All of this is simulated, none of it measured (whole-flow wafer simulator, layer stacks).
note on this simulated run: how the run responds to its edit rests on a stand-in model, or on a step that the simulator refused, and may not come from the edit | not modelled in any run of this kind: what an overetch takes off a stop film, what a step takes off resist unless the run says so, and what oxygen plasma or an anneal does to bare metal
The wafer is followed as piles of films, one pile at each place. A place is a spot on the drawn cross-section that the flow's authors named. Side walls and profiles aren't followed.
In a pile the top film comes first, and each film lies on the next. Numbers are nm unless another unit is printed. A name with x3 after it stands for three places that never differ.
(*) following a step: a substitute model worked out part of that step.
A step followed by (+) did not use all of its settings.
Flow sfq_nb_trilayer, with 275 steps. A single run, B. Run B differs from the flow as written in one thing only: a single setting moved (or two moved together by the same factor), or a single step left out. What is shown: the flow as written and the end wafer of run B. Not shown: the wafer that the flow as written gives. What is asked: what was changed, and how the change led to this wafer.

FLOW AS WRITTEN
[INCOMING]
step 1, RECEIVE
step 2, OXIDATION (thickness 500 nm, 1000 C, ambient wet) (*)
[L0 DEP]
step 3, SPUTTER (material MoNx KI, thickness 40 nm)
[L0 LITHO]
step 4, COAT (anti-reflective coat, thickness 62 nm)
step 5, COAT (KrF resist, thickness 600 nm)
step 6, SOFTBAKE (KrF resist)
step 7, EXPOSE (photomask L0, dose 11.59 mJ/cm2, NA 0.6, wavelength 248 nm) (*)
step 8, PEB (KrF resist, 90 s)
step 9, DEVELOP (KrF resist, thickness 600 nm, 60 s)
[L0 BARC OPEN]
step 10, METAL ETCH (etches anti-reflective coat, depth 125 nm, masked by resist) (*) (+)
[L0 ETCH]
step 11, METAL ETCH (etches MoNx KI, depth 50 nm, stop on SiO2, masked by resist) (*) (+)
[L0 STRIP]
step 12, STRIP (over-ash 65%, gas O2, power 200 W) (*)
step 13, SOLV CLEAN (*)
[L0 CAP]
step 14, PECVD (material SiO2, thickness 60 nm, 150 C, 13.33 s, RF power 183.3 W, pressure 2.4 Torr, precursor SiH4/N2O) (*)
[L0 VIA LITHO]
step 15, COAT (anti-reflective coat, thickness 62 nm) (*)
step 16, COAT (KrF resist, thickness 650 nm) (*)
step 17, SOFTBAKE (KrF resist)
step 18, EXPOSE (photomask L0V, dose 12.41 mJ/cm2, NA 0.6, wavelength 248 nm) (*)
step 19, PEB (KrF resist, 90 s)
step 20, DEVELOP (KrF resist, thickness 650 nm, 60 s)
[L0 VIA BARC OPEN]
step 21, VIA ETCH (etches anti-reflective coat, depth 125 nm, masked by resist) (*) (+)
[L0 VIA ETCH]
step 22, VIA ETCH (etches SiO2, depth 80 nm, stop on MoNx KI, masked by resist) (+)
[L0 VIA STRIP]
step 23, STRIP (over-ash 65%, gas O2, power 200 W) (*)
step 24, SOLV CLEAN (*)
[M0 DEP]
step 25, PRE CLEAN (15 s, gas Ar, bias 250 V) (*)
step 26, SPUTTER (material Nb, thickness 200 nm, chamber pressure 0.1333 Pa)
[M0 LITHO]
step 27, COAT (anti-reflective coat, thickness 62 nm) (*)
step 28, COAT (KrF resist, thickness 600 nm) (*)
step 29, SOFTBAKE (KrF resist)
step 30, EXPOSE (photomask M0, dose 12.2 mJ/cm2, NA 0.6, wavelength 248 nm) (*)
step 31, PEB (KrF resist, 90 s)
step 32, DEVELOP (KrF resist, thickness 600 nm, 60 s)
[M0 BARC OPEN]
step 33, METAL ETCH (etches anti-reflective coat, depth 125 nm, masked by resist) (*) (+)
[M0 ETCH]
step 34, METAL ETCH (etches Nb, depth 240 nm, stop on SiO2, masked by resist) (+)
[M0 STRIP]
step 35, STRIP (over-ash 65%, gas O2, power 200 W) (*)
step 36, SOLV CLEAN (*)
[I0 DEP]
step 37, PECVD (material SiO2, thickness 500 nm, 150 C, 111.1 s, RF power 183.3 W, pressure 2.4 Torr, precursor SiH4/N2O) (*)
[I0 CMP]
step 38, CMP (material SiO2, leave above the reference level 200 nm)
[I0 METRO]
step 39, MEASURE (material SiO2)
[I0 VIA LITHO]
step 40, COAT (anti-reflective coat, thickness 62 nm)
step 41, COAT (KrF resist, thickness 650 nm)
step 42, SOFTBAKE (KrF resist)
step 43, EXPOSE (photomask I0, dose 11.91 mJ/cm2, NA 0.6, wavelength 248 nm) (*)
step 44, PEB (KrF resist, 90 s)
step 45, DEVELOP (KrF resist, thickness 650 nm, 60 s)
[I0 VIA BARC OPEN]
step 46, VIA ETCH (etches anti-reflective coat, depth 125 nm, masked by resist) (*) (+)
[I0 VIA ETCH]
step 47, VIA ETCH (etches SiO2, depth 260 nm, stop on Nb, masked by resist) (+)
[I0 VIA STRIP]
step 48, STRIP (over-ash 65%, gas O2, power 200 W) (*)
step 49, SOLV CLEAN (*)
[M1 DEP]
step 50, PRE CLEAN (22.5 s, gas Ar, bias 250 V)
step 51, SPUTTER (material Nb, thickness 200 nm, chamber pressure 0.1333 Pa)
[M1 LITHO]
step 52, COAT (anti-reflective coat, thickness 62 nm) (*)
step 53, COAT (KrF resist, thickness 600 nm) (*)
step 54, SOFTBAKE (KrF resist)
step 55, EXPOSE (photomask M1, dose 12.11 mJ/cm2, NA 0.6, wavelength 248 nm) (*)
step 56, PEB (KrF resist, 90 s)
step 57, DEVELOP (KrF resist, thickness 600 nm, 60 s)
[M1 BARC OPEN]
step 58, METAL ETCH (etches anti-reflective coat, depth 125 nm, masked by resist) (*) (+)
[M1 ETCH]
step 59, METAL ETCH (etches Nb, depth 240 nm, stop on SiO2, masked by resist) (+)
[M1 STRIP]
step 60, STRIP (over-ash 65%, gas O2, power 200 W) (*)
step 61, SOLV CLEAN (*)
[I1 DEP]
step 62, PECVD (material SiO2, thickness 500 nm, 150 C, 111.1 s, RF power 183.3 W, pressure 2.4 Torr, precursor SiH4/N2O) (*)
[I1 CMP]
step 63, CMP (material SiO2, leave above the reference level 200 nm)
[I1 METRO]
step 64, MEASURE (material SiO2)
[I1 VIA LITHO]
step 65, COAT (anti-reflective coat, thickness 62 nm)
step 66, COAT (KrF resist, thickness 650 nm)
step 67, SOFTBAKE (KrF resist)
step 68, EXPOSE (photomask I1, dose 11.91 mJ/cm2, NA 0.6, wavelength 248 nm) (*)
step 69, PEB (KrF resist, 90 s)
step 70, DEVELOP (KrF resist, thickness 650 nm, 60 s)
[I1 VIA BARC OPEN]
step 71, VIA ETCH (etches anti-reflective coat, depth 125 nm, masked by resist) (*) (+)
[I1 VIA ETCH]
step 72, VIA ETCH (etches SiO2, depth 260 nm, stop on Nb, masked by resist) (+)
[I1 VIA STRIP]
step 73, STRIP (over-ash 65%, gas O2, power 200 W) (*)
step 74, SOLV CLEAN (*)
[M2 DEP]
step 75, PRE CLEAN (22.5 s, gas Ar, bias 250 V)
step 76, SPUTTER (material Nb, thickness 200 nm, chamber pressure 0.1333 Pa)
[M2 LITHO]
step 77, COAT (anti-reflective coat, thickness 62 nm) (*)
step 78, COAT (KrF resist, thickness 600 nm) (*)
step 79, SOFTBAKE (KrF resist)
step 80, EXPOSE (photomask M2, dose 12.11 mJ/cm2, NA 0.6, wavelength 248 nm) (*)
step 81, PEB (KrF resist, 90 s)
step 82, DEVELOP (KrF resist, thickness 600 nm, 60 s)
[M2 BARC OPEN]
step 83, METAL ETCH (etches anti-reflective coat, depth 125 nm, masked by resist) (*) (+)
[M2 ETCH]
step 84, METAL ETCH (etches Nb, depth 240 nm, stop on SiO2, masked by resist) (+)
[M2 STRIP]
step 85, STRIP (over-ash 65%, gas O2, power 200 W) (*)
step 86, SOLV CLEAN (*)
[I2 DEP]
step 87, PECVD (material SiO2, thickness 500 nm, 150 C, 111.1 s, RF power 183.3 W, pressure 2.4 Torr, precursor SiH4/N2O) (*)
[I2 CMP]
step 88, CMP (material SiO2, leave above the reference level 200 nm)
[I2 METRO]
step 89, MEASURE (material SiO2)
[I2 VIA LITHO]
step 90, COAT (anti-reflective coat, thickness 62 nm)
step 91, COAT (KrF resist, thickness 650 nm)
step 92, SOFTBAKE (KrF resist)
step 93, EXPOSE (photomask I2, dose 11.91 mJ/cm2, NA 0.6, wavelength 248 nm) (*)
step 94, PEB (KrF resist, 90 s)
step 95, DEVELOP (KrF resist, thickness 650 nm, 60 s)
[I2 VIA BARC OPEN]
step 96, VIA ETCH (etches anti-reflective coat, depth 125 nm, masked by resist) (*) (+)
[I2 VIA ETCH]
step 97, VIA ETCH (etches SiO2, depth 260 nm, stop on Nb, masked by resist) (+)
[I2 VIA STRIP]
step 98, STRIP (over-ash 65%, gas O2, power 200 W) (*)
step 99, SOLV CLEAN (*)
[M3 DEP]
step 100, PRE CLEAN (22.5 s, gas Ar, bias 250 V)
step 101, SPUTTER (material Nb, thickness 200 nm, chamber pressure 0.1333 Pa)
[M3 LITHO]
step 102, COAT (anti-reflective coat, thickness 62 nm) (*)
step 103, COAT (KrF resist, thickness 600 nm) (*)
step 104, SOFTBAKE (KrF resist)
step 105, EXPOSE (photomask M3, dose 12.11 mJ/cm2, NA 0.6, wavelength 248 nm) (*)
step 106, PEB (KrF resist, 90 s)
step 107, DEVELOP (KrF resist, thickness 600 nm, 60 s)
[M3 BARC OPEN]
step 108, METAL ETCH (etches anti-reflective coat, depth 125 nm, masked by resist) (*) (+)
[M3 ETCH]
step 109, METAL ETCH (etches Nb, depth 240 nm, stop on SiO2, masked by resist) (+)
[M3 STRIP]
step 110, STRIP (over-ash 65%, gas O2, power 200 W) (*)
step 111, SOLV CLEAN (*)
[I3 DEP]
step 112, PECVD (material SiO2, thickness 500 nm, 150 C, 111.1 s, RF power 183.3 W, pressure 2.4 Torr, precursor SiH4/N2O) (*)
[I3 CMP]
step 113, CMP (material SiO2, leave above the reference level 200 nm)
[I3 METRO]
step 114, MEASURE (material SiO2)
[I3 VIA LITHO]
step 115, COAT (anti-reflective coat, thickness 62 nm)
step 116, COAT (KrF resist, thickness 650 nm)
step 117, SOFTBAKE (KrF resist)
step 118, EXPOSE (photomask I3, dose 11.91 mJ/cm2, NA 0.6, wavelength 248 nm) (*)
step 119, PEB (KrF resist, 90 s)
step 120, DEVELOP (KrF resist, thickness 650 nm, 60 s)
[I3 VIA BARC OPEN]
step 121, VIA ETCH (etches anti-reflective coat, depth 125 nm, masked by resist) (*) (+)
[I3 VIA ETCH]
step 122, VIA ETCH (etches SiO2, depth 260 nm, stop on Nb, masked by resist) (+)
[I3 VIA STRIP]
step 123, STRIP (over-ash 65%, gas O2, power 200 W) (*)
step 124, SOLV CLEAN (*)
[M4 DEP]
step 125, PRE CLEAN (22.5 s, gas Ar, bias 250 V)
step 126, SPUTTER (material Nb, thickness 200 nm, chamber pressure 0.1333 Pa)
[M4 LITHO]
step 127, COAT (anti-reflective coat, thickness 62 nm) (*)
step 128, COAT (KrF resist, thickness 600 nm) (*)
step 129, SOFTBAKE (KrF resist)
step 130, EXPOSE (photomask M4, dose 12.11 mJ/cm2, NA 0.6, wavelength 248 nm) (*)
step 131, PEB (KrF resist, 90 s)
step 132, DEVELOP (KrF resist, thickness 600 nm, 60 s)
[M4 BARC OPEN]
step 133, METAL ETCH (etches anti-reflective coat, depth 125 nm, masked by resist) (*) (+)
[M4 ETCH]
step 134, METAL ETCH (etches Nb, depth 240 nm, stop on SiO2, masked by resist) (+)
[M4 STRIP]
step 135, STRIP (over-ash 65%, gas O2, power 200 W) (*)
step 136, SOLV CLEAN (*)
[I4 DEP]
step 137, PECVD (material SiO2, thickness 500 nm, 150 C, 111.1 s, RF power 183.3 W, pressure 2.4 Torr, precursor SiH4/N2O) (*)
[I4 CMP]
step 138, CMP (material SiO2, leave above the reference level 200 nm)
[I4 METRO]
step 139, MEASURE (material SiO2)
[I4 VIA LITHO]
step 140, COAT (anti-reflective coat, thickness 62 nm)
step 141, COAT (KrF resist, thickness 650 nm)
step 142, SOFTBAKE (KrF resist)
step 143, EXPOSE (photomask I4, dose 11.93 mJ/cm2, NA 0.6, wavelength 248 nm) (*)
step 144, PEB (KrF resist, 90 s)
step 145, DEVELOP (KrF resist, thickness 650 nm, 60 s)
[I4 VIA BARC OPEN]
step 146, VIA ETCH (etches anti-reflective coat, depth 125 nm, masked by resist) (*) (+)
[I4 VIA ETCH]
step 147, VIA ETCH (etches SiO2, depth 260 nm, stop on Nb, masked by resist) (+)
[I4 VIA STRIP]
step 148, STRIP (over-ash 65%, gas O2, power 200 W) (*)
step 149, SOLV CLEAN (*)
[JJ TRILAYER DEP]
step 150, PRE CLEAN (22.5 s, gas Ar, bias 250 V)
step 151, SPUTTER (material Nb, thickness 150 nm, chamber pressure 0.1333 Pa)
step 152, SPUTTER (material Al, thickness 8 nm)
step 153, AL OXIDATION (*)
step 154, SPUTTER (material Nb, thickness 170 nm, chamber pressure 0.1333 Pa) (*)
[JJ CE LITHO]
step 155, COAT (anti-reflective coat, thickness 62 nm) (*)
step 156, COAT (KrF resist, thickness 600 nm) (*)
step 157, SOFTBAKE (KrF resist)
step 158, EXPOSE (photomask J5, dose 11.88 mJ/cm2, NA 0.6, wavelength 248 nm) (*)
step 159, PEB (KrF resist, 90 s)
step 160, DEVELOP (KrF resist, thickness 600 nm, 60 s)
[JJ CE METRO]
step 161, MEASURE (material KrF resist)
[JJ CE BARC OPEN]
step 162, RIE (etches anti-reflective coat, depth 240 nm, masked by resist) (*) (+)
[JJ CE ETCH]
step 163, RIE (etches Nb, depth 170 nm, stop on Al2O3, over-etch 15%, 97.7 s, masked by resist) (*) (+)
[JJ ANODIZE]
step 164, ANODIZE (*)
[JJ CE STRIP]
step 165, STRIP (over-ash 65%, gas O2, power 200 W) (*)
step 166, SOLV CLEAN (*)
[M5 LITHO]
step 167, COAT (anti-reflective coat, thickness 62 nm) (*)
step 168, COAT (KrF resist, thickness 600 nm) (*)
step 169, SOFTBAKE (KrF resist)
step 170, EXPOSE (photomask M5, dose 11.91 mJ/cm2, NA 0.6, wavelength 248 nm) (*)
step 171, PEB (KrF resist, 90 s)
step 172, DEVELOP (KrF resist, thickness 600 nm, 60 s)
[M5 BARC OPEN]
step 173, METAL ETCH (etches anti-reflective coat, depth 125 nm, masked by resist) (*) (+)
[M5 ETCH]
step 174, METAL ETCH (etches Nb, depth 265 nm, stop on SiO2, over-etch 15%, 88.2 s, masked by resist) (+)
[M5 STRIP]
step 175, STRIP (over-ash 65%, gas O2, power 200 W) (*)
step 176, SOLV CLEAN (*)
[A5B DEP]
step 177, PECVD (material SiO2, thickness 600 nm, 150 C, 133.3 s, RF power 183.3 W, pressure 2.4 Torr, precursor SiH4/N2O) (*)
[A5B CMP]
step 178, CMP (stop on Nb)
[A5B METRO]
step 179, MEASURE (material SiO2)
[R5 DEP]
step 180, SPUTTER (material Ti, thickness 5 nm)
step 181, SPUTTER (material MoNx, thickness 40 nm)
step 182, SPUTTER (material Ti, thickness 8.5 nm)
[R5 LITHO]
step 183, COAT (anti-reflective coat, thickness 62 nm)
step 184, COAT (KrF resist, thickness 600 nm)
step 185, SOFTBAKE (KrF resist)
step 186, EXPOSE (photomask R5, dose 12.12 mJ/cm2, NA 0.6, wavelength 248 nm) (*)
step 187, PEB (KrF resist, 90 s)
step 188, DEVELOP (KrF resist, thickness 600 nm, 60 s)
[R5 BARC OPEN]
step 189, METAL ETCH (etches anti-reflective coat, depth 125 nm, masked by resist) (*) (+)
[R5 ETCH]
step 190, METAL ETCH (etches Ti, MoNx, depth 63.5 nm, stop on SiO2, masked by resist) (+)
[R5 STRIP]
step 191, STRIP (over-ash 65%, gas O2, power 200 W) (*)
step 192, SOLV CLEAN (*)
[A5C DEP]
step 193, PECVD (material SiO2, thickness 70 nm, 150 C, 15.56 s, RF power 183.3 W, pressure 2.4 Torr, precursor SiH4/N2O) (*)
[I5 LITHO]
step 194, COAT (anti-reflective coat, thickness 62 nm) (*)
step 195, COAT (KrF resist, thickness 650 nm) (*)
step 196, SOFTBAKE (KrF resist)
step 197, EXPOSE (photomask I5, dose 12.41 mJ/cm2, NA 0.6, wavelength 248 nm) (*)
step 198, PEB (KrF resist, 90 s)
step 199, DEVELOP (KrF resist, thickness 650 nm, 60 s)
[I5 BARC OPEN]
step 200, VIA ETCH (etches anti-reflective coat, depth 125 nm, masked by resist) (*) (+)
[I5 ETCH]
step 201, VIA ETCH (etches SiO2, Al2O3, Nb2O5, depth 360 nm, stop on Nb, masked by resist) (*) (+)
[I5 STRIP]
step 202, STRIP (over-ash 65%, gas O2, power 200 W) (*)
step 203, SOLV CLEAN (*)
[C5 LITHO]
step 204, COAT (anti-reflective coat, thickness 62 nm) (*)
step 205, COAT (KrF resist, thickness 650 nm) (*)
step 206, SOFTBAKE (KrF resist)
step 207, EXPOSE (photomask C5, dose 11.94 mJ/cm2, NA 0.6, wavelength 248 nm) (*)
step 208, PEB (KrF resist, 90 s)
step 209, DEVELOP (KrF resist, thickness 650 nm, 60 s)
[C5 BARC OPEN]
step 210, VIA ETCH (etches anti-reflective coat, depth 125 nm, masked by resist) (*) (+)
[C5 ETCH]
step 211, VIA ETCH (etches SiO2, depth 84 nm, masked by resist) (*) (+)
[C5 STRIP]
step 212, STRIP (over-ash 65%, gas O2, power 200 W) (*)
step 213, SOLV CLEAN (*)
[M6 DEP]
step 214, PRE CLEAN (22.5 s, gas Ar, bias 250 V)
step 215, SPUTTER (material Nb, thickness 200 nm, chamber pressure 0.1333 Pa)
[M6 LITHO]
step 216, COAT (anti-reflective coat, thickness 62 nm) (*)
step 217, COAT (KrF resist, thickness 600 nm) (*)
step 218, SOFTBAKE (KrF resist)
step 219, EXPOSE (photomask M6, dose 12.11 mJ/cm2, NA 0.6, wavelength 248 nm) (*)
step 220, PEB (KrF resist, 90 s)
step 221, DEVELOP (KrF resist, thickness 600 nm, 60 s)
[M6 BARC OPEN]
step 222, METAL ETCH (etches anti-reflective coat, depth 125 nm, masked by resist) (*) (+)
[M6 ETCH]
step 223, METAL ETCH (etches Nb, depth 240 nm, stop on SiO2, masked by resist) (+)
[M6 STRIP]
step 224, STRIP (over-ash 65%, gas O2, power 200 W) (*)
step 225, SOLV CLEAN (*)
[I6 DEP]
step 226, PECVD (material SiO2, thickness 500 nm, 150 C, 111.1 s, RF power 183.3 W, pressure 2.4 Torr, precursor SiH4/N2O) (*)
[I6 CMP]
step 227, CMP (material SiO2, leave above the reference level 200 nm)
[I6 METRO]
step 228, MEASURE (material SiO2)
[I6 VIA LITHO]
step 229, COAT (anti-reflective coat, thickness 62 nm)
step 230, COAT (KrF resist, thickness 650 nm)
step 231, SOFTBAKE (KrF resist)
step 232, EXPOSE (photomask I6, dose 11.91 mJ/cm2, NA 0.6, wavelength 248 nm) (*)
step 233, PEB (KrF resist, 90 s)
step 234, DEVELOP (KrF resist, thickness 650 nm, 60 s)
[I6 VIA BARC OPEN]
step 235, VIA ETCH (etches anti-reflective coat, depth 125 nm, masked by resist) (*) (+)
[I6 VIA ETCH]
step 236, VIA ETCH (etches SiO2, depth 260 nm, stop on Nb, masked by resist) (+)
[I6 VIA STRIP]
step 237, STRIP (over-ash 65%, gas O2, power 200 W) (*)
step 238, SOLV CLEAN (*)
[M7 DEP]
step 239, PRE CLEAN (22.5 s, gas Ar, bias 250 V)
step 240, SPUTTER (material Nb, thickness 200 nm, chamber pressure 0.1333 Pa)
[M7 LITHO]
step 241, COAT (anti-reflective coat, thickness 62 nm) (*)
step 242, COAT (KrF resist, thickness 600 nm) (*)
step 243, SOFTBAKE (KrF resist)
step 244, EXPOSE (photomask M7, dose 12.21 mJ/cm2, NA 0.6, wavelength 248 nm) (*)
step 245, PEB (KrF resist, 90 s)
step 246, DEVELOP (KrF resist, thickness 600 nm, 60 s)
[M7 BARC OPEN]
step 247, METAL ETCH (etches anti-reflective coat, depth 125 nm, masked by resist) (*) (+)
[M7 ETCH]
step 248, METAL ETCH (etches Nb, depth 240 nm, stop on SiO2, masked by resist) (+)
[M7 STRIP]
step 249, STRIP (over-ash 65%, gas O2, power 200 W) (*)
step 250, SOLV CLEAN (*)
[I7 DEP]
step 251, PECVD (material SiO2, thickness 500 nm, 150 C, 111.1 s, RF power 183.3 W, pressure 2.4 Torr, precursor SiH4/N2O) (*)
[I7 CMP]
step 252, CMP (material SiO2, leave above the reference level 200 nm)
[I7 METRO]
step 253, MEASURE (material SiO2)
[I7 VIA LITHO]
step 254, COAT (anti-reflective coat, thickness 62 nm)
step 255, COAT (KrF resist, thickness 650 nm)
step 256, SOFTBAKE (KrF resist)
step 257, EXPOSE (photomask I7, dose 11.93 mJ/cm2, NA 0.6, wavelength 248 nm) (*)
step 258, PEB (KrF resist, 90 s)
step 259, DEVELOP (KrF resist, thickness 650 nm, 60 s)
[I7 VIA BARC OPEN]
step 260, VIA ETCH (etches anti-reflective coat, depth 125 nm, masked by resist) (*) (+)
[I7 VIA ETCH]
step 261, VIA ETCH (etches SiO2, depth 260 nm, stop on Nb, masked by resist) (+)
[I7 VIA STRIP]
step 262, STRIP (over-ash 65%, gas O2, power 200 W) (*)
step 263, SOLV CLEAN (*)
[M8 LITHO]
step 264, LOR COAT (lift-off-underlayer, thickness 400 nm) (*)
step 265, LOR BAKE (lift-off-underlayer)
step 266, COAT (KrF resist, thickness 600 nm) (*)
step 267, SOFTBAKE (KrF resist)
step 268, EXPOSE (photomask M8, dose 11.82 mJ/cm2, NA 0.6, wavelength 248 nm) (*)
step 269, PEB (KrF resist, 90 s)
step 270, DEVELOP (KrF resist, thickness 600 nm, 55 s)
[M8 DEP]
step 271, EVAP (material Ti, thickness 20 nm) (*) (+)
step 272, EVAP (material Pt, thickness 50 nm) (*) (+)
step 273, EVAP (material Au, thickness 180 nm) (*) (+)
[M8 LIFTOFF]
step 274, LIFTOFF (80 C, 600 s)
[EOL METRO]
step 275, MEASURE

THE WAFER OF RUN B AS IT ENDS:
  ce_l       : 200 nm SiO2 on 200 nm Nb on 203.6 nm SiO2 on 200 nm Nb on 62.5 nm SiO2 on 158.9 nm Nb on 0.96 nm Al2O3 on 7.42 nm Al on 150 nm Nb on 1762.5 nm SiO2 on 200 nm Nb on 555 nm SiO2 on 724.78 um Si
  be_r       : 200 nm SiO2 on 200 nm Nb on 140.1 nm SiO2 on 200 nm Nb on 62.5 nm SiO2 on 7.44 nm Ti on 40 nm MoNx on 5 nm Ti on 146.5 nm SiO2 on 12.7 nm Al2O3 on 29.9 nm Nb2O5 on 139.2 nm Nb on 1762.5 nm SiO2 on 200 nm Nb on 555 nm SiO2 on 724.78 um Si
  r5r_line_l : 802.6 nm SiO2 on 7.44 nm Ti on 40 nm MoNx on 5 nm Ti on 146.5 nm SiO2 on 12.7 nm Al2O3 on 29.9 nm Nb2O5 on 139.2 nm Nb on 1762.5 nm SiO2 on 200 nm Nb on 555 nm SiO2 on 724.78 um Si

What caused this: step 182, SPUTTER: thickness 7.44 nm was run, whereas the flow has thickness 8.5 nm.
One can read it off the wafer: be_r has Ti 7.44, and step 182 as written asks for 8.5 nm.

How this came from the change, step by step:
  step 182, SPUTTER (material Ti, thickness 8.5 nm)
      field_l, v_sur, via_wl and 103 more: +7.44 Ti (new film) (it would be, as written: +8.5 Ti (new film))
  step 190, METAL ETCH (etches Ti, MoNx, depth 63.5 nm, stop on SiO2, masked by resist) (+)
      field_l, v_sur, via_wl and 92 more: -7.44 Ti (all of it), -40 MoNx (all of it), -5 Ti (all of it) (it would be, as written: -8.5 Ti (all of it), -40 MoNx (all of it), -5 Ti (all of it))
      ce_l, c5j, ce_r, wl_jj: -7.44 Ti (all of it), -40 MoNx (all of it), -5 Ti (all of it), -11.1 Nb (it would be, as written: -8.5 Ti (all of it), -40 MoNx (all of it), -5 Ti (all of it), -10 Nb)
